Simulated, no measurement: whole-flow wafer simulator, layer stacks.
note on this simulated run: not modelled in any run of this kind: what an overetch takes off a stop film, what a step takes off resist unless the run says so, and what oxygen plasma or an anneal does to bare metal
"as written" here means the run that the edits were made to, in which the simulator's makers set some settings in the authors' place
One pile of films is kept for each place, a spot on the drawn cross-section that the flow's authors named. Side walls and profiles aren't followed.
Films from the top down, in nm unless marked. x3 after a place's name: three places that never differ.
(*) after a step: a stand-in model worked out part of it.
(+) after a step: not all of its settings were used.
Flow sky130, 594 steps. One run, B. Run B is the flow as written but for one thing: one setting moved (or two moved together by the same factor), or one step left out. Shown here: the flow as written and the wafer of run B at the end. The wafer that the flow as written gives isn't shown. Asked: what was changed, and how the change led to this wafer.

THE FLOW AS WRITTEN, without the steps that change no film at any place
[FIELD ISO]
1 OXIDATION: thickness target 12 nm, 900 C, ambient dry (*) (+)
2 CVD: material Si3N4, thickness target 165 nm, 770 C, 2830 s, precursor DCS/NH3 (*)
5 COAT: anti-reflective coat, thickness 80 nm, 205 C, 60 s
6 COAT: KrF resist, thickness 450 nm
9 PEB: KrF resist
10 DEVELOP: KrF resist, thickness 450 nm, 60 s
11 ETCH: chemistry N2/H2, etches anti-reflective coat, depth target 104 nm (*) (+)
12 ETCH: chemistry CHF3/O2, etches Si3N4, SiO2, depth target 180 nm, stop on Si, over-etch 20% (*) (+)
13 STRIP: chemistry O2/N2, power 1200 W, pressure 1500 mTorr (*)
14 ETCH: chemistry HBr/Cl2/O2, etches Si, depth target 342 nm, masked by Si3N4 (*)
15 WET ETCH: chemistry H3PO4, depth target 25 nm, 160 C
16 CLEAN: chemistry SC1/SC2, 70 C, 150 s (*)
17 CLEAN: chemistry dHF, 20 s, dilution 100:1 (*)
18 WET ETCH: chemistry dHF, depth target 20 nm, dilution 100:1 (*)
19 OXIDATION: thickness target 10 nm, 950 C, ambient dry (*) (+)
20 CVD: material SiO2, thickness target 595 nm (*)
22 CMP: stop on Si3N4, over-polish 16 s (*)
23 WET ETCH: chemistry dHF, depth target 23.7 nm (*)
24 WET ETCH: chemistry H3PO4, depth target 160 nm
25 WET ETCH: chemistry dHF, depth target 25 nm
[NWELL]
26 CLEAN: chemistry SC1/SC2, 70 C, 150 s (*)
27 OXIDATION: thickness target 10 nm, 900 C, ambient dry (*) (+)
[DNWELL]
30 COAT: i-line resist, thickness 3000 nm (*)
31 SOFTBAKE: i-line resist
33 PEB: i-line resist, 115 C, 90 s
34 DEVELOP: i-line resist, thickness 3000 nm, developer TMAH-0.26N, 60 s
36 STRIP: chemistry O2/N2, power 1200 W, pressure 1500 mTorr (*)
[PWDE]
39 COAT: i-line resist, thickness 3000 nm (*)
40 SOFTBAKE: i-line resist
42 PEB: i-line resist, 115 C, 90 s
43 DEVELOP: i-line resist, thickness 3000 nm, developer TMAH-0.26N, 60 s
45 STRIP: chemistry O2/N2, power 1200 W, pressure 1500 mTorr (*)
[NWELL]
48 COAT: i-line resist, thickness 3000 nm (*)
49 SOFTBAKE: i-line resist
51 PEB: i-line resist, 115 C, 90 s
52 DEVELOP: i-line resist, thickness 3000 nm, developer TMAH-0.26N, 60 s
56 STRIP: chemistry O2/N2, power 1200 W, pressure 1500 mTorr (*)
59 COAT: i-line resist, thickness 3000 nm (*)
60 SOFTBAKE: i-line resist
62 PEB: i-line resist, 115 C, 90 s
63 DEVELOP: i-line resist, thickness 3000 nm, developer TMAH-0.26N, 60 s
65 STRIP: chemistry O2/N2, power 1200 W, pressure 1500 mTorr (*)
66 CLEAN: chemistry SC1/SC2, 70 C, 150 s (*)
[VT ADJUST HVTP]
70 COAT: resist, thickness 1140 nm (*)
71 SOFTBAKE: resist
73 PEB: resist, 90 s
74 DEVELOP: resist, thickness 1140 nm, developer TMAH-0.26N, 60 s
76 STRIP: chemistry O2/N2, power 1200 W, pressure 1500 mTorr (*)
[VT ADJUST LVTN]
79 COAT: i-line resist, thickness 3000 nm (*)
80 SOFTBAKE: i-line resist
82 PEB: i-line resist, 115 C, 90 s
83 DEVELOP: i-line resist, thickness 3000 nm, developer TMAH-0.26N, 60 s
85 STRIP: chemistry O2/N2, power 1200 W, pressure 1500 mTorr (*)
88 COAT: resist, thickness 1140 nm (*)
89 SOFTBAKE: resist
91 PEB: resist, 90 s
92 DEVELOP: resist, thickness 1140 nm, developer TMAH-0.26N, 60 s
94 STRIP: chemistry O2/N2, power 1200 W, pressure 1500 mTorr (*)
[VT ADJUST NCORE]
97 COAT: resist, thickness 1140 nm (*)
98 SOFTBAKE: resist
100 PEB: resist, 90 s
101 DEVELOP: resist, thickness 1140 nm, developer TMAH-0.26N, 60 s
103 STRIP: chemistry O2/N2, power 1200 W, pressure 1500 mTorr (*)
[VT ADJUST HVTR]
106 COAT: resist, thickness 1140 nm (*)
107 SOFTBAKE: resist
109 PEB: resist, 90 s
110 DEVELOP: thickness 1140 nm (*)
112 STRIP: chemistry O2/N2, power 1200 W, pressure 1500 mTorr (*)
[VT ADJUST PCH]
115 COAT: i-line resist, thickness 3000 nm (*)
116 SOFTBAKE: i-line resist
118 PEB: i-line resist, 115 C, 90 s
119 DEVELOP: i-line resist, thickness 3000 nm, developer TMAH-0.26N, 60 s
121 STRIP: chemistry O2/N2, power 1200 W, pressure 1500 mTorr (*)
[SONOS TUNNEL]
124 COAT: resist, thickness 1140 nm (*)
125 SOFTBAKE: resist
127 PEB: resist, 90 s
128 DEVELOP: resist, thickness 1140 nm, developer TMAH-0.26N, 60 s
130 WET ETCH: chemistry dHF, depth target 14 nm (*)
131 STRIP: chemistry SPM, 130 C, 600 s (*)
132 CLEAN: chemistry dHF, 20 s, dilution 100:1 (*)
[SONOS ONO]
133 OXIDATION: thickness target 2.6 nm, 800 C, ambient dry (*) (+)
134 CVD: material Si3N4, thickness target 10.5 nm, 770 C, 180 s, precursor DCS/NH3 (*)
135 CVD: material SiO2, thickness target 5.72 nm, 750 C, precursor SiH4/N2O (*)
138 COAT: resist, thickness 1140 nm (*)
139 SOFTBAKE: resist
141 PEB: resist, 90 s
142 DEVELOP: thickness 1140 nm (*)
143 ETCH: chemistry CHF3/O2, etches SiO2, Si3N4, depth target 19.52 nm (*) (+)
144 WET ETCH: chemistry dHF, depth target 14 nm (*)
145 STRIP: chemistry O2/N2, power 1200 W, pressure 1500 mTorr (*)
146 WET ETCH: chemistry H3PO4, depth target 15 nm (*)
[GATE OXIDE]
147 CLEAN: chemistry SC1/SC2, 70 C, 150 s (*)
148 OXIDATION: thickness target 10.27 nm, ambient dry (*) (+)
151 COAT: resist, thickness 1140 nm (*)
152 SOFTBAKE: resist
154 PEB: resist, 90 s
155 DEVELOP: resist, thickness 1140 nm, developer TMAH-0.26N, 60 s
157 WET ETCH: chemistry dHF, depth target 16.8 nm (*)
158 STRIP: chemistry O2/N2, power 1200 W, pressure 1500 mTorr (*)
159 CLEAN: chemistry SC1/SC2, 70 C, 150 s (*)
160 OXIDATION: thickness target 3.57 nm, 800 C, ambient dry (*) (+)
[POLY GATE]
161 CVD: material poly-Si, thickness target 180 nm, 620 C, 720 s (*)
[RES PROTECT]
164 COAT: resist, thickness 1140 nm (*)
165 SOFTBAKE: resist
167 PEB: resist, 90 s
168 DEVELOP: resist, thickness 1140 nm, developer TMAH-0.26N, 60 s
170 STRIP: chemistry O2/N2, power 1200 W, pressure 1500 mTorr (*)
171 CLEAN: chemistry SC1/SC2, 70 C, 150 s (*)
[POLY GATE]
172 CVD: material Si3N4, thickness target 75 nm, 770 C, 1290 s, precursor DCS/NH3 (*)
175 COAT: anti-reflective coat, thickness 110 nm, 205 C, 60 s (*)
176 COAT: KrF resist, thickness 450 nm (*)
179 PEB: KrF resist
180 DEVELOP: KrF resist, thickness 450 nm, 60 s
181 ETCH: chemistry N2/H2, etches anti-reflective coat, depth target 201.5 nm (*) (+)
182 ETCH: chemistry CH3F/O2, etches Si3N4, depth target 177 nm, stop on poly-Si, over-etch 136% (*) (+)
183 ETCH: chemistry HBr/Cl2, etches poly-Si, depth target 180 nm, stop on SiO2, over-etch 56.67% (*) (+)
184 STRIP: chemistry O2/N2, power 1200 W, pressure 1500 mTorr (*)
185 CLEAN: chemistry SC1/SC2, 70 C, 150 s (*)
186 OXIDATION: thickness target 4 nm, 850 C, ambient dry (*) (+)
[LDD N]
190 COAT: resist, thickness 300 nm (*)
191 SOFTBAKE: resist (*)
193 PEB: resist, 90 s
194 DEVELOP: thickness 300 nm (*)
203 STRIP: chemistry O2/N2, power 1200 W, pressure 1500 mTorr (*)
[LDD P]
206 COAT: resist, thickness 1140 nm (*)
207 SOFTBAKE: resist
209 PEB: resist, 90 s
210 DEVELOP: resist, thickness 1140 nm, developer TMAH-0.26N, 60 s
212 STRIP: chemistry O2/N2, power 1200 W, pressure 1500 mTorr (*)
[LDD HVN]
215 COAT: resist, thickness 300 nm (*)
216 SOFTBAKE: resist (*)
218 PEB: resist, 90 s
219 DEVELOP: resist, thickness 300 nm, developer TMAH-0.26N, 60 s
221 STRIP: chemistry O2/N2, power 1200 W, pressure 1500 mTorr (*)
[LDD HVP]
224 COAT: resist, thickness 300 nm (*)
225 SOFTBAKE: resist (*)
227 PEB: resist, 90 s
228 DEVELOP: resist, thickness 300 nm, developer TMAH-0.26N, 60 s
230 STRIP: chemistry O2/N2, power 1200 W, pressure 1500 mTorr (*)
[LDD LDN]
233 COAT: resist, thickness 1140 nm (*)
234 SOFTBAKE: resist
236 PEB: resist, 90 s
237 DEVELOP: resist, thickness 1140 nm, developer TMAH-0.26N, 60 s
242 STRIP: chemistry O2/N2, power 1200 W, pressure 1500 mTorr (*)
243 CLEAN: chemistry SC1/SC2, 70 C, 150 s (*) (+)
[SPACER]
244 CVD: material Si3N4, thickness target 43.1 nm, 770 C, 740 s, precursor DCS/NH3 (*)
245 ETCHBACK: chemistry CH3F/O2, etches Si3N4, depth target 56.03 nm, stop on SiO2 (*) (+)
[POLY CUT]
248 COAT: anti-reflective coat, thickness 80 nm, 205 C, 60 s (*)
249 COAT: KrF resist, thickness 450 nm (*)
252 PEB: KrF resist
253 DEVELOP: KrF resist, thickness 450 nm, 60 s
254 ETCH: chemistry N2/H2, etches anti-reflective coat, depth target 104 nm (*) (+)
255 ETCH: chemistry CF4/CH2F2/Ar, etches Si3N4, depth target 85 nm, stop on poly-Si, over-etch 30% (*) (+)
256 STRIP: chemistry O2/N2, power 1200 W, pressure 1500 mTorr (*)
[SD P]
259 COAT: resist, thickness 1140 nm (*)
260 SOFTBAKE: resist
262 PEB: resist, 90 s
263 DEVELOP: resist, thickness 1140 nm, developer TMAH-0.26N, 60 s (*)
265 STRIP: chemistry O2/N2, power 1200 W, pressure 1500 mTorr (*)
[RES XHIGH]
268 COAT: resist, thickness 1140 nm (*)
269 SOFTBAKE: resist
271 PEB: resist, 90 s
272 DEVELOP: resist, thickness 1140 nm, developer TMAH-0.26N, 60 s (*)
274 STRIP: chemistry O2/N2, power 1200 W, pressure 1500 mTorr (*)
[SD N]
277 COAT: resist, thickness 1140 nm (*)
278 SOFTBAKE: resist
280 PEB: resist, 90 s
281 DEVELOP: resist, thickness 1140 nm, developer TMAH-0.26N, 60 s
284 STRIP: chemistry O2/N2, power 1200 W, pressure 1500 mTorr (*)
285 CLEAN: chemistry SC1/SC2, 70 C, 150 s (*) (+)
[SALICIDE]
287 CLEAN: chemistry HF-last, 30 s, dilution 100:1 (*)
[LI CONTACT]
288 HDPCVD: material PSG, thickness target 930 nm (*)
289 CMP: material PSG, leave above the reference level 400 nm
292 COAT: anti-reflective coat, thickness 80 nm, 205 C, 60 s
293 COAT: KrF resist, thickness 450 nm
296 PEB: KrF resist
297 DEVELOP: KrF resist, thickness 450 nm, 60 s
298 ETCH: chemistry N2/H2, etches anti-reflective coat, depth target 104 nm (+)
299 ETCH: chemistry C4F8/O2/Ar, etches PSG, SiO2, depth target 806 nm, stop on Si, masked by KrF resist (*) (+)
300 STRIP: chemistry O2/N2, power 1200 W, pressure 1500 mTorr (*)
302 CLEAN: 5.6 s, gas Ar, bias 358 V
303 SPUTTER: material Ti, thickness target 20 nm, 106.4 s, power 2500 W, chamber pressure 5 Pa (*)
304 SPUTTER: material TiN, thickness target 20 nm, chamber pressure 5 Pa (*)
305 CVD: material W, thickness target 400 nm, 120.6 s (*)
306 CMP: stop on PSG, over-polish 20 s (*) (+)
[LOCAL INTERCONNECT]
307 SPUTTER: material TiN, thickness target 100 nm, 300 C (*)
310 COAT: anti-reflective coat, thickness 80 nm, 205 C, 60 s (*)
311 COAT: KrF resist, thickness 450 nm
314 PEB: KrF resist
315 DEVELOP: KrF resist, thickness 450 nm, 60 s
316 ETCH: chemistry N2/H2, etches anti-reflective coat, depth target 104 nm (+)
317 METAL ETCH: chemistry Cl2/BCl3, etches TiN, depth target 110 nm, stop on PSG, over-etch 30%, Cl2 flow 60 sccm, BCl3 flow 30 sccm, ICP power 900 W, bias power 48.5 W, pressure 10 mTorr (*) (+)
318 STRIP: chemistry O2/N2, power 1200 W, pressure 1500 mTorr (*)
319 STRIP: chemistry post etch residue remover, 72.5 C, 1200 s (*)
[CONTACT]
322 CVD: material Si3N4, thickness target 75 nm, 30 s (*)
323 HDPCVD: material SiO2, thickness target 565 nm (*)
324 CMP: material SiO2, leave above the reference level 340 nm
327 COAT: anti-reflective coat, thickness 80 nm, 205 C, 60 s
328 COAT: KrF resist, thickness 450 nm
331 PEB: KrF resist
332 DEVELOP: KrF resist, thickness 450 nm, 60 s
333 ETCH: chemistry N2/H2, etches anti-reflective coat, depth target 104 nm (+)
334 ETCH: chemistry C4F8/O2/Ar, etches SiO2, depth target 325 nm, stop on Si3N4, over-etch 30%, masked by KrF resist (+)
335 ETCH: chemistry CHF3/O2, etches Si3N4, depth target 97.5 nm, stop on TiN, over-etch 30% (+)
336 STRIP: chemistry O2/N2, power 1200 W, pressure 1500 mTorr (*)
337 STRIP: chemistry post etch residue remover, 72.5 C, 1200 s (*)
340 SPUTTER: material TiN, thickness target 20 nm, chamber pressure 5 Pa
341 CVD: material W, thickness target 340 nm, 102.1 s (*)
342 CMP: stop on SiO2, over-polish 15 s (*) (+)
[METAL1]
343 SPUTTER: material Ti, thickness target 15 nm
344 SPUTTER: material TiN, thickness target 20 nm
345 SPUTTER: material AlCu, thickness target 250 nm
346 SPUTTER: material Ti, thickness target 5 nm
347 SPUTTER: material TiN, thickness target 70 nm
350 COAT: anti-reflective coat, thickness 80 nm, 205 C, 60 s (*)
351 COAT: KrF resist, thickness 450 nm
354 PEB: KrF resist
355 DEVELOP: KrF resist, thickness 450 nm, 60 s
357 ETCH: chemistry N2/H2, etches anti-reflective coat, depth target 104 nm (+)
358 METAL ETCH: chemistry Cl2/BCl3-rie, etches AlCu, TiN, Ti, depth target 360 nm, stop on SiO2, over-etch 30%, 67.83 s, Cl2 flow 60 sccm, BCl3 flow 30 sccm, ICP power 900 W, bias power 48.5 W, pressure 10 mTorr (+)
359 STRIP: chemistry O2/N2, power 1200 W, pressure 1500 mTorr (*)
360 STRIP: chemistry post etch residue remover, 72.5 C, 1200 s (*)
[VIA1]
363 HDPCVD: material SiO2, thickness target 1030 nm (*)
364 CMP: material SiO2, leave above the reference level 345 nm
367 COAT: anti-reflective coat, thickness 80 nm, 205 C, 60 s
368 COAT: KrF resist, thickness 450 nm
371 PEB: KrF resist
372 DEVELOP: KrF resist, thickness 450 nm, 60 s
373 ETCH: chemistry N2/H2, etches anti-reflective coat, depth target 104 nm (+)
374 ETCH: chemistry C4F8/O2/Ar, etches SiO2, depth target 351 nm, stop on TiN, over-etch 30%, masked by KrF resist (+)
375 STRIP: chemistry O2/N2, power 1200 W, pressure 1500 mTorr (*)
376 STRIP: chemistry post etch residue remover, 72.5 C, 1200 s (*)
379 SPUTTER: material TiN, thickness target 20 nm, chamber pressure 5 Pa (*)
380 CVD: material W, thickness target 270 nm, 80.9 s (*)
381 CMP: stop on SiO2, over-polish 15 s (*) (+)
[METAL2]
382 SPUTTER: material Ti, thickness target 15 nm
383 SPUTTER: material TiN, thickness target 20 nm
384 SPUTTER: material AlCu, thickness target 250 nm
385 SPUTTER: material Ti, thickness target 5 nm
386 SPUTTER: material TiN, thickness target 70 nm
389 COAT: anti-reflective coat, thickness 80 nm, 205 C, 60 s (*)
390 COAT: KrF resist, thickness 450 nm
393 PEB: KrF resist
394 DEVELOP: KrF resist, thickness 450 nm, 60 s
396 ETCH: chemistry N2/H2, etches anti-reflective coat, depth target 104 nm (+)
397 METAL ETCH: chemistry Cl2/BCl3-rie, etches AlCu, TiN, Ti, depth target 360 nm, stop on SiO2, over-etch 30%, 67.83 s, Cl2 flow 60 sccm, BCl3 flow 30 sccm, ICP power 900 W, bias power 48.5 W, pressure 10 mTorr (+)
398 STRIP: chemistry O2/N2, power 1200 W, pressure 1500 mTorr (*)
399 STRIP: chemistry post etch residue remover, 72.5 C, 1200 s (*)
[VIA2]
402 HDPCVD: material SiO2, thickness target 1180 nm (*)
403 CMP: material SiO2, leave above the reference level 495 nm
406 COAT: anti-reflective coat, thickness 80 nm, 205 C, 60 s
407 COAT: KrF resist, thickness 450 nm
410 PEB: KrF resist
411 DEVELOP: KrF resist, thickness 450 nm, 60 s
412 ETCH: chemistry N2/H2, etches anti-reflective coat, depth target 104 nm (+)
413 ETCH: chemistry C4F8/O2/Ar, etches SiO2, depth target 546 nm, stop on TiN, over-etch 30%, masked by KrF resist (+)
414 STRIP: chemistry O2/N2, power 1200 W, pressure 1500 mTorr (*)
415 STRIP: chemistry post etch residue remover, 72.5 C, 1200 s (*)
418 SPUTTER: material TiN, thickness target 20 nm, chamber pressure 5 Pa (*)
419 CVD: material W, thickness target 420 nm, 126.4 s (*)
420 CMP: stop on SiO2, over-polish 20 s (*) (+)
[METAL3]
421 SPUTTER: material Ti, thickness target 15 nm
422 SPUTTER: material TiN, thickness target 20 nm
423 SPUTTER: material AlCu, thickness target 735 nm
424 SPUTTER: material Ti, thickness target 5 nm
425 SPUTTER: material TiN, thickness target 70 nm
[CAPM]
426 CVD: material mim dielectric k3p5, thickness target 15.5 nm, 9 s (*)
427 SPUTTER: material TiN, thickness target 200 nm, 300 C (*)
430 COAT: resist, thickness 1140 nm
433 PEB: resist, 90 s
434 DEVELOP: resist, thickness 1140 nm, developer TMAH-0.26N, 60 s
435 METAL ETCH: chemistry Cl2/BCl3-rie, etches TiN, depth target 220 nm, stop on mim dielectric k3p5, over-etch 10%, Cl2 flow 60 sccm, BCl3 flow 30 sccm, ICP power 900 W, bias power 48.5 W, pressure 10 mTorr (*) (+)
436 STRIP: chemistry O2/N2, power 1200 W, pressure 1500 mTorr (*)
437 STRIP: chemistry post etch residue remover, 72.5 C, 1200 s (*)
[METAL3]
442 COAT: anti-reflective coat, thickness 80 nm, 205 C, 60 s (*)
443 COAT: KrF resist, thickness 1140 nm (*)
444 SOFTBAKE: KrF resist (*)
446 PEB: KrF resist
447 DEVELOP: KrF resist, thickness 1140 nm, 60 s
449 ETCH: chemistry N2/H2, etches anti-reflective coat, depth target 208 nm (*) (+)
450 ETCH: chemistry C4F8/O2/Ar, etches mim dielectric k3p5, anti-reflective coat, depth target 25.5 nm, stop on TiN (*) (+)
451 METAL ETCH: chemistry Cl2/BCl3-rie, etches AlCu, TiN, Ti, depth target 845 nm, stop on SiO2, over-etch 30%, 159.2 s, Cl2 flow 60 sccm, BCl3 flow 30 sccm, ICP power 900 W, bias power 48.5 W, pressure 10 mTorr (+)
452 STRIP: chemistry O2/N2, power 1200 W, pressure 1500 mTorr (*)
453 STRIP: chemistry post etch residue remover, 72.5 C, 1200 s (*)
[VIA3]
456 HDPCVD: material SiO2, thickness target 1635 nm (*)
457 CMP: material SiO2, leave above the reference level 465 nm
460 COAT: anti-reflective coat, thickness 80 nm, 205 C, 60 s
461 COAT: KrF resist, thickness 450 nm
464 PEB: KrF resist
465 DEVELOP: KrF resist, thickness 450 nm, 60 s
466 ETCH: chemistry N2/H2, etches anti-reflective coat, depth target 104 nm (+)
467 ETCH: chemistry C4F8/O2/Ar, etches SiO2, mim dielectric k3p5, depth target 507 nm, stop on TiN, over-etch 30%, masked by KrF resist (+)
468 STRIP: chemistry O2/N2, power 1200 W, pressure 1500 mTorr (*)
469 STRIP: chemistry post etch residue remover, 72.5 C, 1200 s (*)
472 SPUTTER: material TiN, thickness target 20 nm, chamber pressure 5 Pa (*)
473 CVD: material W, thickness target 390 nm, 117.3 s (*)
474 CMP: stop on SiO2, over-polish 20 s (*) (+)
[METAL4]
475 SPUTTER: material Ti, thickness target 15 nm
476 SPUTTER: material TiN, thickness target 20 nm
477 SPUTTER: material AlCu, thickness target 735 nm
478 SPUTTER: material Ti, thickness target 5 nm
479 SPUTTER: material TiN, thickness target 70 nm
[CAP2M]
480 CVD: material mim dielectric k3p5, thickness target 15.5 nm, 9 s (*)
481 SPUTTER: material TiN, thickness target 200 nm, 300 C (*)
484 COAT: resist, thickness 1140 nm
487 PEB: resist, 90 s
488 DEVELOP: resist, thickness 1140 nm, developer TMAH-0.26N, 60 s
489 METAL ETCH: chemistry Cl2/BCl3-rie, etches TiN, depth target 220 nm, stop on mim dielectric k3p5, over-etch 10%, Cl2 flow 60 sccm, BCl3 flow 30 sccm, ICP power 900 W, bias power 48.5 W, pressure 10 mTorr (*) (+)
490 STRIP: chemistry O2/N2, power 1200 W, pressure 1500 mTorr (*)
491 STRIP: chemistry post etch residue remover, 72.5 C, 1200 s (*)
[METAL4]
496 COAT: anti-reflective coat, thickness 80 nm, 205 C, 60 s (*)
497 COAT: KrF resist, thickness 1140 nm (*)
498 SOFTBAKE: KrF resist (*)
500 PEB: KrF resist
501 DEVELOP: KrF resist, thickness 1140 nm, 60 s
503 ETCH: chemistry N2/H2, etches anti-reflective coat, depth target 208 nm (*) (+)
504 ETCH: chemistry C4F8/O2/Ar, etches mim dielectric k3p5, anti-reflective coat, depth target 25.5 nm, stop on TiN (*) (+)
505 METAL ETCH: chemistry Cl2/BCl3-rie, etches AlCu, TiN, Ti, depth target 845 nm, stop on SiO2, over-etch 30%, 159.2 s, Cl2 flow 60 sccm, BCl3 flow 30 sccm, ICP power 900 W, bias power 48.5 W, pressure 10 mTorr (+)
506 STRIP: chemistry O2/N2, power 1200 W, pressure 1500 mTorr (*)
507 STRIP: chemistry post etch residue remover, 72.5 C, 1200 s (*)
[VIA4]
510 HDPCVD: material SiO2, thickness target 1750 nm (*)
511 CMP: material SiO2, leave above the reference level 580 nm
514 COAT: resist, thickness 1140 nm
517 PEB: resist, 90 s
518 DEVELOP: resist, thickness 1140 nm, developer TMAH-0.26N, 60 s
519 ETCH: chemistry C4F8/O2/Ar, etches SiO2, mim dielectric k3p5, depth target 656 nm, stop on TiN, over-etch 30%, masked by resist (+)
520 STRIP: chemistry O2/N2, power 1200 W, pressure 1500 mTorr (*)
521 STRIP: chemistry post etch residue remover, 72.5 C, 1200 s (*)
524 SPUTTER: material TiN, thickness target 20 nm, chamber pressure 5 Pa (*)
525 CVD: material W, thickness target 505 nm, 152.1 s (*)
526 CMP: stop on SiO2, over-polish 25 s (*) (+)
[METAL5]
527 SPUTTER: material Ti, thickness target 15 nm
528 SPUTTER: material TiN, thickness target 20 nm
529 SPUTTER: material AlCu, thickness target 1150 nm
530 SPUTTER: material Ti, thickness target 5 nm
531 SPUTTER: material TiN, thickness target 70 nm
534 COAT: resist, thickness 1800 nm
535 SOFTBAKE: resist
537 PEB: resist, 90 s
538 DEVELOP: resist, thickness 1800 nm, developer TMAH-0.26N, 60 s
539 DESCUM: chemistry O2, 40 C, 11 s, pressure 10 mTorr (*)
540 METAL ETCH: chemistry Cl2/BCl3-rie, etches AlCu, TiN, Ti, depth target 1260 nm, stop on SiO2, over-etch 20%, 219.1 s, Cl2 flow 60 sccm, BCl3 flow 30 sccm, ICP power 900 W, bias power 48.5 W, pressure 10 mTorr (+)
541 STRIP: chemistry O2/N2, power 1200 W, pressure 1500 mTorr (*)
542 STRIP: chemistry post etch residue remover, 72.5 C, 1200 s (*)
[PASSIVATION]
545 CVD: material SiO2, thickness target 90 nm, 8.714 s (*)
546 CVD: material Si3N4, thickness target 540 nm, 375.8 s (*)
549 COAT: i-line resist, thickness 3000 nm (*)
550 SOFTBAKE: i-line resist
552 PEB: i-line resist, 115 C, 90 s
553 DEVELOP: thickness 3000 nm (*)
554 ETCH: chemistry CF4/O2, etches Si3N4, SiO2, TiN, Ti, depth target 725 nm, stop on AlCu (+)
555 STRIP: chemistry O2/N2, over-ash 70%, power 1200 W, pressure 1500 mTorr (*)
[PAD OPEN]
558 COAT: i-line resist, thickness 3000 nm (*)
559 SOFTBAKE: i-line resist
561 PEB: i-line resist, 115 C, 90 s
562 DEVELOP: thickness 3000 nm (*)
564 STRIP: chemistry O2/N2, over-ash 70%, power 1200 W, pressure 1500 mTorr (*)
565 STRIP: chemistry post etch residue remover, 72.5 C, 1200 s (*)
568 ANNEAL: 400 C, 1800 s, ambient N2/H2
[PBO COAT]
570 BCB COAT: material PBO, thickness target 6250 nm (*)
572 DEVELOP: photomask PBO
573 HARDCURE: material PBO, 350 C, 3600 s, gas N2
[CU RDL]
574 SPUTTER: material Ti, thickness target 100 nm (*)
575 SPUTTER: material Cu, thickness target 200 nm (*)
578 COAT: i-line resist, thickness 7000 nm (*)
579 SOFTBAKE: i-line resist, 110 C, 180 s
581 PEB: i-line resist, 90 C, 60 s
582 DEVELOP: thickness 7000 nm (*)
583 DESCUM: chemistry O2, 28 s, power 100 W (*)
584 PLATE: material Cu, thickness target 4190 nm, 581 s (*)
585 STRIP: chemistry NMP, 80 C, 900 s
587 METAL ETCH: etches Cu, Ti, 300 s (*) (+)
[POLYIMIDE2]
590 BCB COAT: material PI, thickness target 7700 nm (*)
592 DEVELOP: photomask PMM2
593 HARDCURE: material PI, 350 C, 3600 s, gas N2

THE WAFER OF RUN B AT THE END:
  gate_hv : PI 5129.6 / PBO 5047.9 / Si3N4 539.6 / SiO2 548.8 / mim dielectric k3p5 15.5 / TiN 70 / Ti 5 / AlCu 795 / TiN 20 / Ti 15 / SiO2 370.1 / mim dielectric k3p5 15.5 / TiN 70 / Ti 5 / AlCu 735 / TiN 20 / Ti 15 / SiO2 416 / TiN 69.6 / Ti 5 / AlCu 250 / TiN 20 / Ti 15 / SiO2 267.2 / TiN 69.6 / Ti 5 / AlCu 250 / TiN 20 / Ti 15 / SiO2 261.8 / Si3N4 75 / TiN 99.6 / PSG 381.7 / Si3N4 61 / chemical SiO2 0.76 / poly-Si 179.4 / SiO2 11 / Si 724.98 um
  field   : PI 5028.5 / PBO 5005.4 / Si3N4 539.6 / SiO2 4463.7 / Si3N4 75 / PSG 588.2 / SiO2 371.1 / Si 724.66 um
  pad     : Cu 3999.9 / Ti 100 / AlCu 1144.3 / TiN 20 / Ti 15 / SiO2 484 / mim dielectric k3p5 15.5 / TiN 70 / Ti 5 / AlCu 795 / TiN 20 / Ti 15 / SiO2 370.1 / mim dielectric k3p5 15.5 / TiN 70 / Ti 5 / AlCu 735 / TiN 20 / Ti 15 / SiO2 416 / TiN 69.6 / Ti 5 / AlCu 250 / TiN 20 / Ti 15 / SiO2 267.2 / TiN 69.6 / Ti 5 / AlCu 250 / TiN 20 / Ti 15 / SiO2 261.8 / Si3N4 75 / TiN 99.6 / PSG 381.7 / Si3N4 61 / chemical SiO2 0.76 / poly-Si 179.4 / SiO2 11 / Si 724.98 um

The cause: step 477, SPUTTER: thickness target 795 nm was run, where the flow has thickness target 735 nm.
It can be read off the wafer: gate_hv has AlCu 795, and step 477 as written asks for 735 nm.

How the change led to this, step by step:
  477 SPUTTER: material AlCu, thickness target 735 nm
      field, active, n_well and 189 more: AlCu +795 (new film) (as written it would be: AlCu +735 (new film))
  505 METAL ETCH: chemistry Cl2/BCl3-rie, etches AlCu, TiN, Ti, depth target 845 nm, stop on SiO2, over-etch 30%, 159.2 s, Cl2 flow 60 sccm, BCl3 flow 30 sccm, ICP power 900 W, bias power 48.5 W, pressure 10 mTorr (+)
      field, active, gate and 70 more: TiN -70 (all of it), Ti -5 (all of it), AlCu -795 (all of it), TiN -20 (all of it), Ti -15 (all of it), SiO2 -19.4 (as written it would be: TiN -70 (all of it), Ti -5 (all of it), AlCu -735 (all of it), TiN -20 (all of it), Ti -15 (all of it), SiO2 -25.4)
      vpp_iso1, mim_edge_plate, m1_ln and 12 more: TiN -70 (all of it), Ti -5 (all of it), AlCu -795 (all of it), TiN -20 (all of it), Ti -15 (all of it), SiO2 -19.3 (as written it would be: TiN -70 (all of it), Ti -5 (all of it), AlCu -735 (all of it), TiN -20 (all of it), Ti -15 (all of it), SiO2 -25.3)
  511 CMP: material SiO2, leave above the reference level 580 nm
      field, active, gate and 76 more: SiO2 -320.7 (as written it would be: SiO2 -374.7)
      iso_guard__w1, mim_edge_gap, vpp_l1ln and 6 more: SiO2 -320.6 (as written it would be: SiO2 -374.6)
